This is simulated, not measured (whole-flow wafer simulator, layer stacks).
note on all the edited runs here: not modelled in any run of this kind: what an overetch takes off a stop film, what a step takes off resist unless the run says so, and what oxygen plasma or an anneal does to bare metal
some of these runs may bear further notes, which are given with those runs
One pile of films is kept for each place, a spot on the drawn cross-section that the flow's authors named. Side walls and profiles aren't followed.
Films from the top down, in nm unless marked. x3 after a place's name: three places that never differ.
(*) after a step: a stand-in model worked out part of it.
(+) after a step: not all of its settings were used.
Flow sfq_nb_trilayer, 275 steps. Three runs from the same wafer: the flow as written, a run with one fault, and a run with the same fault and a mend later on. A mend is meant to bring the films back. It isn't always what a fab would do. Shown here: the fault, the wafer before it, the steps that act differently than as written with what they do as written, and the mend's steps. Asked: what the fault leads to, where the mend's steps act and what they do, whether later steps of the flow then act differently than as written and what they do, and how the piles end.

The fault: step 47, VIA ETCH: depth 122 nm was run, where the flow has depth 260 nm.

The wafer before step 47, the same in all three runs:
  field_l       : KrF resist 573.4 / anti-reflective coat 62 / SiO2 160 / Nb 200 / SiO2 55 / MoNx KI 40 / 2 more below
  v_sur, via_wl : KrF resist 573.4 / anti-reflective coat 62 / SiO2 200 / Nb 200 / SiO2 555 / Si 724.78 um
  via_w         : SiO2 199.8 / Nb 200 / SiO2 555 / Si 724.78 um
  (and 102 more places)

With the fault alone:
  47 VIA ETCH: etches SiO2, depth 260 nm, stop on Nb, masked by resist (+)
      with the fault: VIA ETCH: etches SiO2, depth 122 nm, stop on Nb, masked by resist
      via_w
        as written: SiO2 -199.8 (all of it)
        with the fault: SiO2 -122
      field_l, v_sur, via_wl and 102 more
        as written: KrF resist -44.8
        with the fault: KrF resist -21
  Later steps of the flow that act differently than as written (3 more steps differ only slightly, by at most 2% or 0.5 nm, whichever is larger, and aren't shown):
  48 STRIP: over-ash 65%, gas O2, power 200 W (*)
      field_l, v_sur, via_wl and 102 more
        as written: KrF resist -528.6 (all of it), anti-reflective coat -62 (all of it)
        with the fault: KrF resist -552.4 (all of it), anti-reflective coat -62 (all of it)
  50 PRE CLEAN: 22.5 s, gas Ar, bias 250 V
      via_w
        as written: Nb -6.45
        with the fault: SiO2 -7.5
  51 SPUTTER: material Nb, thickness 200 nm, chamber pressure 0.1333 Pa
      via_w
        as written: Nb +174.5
        with the fault: Nb +189.9 (new film)
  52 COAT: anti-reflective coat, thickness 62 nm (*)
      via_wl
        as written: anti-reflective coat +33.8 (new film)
        with the fault: anti-reflective coat +38 (new film)
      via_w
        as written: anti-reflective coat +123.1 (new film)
        with the fault: anti-reflective coat +105.7 (new film)
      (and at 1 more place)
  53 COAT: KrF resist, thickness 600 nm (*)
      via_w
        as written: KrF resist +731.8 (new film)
        with the fault: KrF resist +669.6 (new film)
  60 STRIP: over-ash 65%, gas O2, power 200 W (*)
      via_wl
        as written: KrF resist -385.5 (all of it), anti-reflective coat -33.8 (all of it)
        with the fault: KrF resist -391 (all of it), anti-reflective coat -38 (all of it)
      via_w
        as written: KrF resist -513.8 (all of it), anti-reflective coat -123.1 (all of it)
        with the fault: KrF resist -451.8 (all of it), anti-reflective coat -105.7 (all of it)
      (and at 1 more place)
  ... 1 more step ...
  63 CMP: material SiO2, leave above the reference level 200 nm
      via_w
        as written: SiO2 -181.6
        with the fault: SiO2 -167.7
  At the end the piles differ from the flow's by more than 2% or 0.5 nm, whichever is larger, at via_w.
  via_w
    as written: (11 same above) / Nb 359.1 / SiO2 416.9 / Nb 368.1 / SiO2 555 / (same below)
    with the fault: (11 same above) / Nb 359.1 / SiO2 324.8 / Nb 189.9 / SiO2 70.3 / Nb 200 / SiO2 555 / (same below)

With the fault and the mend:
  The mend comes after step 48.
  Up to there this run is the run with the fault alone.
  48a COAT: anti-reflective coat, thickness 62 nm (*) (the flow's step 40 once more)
      p4_fl x3, p4_w1 x9, p4_g1 x2 and 63 more
        anti-reflective coat +62 (new film)
      gap, jj_sur, ce_l and 16 more
        anti-reflective coat +61.9 (new film)
      field_l, wire
        anti-reflective coat +61.7 (new film)
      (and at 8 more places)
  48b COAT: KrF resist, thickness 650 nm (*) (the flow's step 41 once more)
      p4_fl x3, p4_w1 x9, p4_g1 x2 and 63 more
        KrF resist +650 (new film)
      moat, field_r, lsp_l and 6 more
        KrF resist +649.7 (new film)
      be_r, r_sur, res, r_end
        KrF resist +649.6 (new film)
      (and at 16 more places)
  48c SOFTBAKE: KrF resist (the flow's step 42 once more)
      changes no film at any place that is followed
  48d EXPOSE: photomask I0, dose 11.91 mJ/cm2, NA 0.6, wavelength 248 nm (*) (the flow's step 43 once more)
      changes no film at any place that is followed
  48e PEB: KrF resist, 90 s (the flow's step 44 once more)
      be_sur, gap, jj_sur and 94 more
        KrF resist -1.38
      v_sur, via_v, wire, be
        KrF resist -1.37
      field_l, via_sp
        KrF resist -1.36
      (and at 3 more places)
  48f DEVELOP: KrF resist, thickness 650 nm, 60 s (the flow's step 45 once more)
      field_l, v_sur, via_wl and 102 more
        KrF resist -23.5
      via_w
        KrF resist -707 (all of it)
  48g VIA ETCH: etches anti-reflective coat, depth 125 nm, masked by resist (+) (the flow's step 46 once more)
      field_l, v_sur, via_wl and 102 more
        KrF resist -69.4
      via_w
        anti-reflective coat -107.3 (all of it)
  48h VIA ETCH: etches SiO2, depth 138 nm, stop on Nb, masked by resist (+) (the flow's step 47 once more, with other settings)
      field_l, v_sur, via_wl and 102 more
        KrF resist -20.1
      via_w
        SiO2 -77.8 (all of it)
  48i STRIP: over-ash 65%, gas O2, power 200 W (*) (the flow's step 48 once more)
      p4_fl x3, p4_w1 x9, p4_g1 x2 and 63 more
        KrF resist -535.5 (all of it), anti-reflective coat -62 (all of it)
      r_sur, res, r_end, moat, field_r, lsp_l, l0v
        KrF resist -535.2 (all of it), anti-reflective coat -61.9 (all of it)
      ln_m5, lsp_m, ln_m6, lsp_r, l0_sur
        KrF resist -535.3 (all of it), anti-reflective coat -61.9 (all of it)
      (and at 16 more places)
  No later step of the flow acts differently than as written, at any place that is followed, by more than 2% or 0.5 nm, whichever is larger.
  At the end the piles differ from the flow's only slightly at the places that both follow, by at most 2% or 0.5 nm, whichever is larger.
